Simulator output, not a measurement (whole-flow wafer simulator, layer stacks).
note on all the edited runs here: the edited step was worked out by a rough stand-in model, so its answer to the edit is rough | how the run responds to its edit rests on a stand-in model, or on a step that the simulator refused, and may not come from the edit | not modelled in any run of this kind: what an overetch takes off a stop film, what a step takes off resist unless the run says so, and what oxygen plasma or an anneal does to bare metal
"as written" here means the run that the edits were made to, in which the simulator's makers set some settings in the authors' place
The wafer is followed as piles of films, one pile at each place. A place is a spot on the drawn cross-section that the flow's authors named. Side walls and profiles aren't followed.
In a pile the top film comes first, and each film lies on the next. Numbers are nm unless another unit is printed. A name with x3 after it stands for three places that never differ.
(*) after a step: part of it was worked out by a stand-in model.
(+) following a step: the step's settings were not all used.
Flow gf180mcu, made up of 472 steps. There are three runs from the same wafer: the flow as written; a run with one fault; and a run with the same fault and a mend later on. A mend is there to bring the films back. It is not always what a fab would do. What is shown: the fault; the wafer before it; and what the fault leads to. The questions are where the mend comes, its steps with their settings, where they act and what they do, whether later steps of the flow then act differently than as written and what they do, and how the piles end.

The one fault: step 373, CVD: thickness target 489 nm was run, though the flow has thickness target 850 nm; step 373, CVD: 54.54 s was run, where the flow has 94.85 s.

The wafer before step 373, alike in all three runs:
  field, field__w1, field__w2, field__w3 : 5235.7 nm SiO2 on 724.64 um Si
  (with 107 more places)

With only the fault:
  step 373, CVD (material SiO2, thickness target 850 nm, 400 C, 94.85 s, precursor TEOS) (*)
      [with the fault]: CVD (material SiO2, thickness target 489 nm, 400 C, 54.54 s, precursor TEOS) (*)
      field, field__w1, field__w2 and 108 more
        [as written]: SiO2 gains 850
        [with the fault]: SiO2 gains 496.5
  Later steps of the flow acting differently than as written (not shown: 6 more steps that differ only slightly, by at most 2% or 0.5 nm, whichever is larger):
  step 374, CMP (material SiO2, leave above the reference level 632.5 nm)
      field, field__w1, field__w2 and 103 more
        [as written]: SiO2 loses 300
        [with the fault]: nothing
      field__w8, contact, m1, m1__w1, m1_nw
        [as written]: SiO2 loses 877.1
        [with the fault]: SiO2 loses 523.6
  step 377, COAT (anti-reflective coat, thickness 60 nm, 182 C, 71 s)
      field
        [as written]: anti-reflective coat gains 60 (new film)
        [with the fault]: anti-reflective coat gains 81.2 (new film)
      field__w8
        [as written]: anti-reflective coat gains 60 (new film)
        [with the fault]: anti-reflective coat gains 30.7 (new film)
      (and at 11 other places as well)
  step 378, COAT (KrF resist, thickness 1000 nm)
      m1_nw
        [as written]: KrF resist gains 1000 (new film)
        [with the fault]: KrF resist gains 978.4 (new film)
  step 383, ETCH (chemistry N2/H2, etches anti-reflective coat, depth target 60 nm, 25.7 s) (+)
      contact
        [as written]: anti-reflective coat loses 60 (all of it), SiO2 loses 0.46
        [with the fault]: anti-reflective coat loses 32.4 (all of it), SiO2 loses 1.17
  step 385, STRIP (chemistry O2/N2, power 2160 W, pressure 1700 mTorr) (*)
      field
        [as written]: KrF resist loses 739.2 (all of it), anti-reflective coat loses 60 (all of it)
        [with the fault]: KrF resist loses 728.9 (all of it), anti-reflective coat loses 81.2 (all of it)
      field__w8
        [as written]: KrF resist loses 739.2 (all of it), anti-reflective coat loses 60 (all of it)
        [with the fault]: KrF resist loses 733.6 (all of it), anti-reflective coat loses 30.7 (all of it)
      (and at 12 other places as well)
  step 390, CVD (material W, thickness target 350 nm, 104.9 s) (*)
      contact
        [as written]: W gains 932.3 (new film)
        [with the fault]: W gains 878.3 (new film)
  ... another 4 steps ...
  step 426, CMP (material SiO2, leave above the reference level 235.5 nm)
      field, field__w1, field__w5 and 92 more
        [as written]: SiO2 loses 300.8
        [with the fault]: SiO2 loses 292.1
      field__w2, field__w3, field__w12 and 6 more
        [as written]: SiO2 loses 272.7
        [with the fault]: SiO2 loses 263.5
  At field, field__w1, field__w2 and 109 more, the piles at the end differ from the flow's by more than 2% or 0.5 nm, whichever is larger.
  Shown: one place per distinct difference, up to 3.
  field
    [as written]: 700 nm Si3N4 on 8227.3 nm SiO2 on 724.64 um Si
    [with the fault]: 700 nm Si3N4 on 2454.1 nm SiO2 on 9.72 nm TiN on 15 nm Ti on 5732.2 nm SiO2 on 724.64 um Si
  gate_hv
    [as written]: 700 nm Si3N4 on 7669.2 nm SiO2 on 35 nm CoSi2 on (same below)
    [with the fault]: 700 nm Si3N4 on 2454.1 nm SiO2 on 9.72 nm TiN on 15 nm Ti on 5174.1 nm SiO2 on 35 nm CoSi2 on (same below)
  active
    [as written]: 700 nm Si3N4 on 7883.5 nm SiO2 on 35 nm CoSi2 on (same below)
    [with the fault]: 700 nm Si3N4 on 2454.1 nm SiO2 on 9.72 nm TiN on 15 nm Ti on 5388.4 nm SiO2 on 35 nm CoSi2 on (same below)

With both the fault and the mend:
  The mend follows step 373.
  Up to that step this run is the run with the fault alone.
  step 373a, CVD (material SiO2, thickness target 361 nm, 400 C, 40.28 s, precursor TEOS) (*) (the flow's step 373 again, with other settings)
      field, field__w1, field__w2 and 108 more
        SiO2 gains 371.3
  Later steps of the flow acting differently than as written:
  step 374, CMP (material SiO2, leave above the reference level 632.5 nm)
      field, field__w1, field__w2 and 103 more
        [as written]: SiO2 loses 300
        [with the mend]: SiO2 loses 317.8
  The piles end the same as the flow's at every place that both follow.
